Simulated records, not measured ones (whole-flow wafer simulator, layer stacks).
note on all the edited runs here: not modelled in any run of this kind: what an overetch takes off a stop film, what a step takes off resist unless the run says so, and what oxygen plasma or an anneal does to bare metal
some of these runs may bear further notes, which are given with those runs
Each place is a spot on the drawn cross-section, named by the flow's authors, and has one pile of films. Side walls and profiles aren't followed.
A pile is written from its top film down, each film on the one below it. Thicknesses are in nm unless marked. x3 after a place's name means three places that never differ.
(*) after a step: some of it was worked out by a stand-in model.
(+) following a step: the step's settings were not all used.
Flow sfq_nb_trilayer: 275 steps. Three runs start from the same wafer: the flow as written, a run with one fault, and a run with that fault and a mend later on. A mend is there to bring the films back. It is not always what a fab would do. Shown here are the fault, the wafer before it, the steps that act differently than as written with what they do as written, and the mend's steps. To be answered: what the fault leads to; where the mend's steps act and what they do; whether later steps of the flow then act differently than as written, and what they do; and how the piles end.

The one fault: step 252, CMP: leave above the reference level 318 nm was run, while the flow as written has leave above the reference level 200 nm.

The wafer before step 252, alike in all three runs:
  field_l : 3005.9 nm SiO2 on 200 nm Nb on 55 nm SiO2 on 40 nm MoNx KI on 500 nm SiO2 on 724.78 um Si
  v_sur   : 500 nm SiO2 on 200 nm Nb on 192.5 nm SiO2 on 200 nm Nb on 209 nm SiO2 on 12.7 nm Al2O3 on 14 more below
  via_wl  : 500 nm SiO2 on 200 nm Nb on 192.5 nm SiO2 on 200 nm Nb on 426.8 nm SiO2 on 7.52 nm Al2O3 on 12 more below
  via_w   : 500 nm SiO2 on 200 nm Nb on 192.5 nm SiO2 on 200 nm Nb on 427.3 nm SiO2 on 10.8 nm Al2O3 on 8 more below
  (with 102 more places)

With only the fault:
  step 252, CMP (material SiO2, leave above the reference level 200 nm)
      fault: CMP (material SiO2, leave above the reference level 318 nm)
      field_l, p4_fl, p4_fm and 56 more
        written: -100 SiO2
        fault: nothing
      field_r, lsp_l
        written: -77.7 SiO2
        fault: nothing
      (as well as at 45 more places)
  Steps further on in the flow that do not act as written (not shown: 5 more steps that differ only slightly, by at most 2% or 0.5 nm, whichever is larger):
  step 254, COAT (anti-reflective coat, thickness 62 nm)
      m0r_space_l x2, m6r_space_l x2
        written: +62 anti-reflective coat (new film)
        fault: +64.7 anti-reflective coat (new film)
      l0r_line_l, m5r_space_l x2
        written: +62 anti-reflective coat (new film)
        fault: +63.6 anti-reflective coat (new film)
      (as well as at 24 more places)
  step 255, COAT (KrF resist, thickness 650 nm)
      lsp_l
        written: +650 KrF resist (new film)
        fault: +666.3 KrF resist (new film)
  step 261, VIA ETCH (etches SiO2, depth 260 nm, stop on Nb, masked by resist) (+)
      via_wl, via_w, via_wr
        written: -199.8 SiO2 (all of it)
        fault: -260 SiO2
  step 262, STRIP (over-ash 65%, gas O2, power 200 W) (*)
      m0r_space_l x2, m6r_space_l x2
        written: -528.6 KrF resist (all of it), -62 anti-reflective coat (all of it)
        fault: -531.3 KrF resist (all of it), -64.7 anti-reflective coat (all of it)
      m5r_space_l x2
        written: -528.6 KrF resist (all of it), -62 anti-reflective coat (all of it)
        fault: -531.2 KrF resist (all of it), -63.6 anti-reflective coat (all of it)
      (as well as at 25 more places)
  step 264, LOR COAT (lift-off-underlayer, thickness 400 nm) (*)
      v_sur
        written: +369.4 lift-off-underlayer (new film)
        fault: +356.5 lift-off-underlayer (new film)
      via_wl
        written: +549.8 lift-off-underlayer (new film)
        fault: +589 lift-off-underlayer (new film)
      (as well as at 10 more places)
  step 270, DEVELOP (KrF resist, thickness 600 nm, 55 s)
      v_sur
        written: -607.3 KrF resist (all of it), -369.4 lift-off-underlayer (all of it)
        fault: -606.3 KrF resist (all of it), -356.5 lift-off-underlayer (all of it)
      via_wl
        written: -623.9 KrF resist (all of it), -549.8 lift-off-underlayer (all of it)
        fault: -630.3 KrF resist (all of it), -589 lift-off-underlayer (all of it)
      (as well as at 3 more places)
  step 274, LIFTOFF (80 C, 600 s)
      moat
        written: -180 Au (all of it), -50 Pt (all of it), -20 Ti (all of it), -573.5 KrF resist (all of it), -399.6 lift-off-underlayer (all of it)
        fault: -180 Au (all of it), -50 Pt (all of it), -20 Ti (all of it), -572.2 KrF resist (all of it), -391.1 lift-off-underlayer (all of it)
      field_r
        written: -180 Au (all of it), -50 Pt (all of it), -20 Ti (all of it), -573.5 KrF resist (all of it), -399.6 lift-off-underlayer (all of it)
        fault: -180 Au (all of it), -50 Pt (all of it), -20 Ti (all of it), -577 KrF resist (all of it), -425 lift-off-underlayer (all of it)
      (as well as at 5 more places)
  By the end, the piles at field_l, v_sur, via_wl and 103 more depart from the flow's by more than 2% or 0.5 nm, whichever is larger.
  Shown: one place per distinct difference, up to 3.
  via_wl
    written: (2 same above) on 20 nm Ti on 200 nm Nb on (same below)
    fault: (2 same above) on 20 nm Ti on 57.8 nm SiO2 on 200 nm Nb on (same below)
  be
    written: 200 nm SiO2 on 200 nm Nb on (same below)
    fault: 318 nm SiO2 on 200 nm Nb on (same below)
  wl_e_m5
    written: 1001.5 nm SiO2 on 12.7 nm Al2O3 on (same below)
    fault: 1101.5 nm SiO2 on 12.7 nm Al2O3 on (same below)

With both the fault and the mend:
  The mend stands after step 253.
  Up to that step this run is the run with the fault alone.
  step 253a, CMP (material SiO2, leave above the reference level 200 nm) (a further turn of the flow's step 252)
      field_l, p4_fl, p4_fm and 56 more
        -100 SiO2
      v_sur, via_wl, via_w and 40 more
        -118 SiO2
      field_r, lsp_l
        -77.7 SiO2
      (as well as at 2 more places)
  None of the later steps of the flow acts differently than as written at any place that is followed.
  By the end, the piles equal the flow's at every place that both follow.
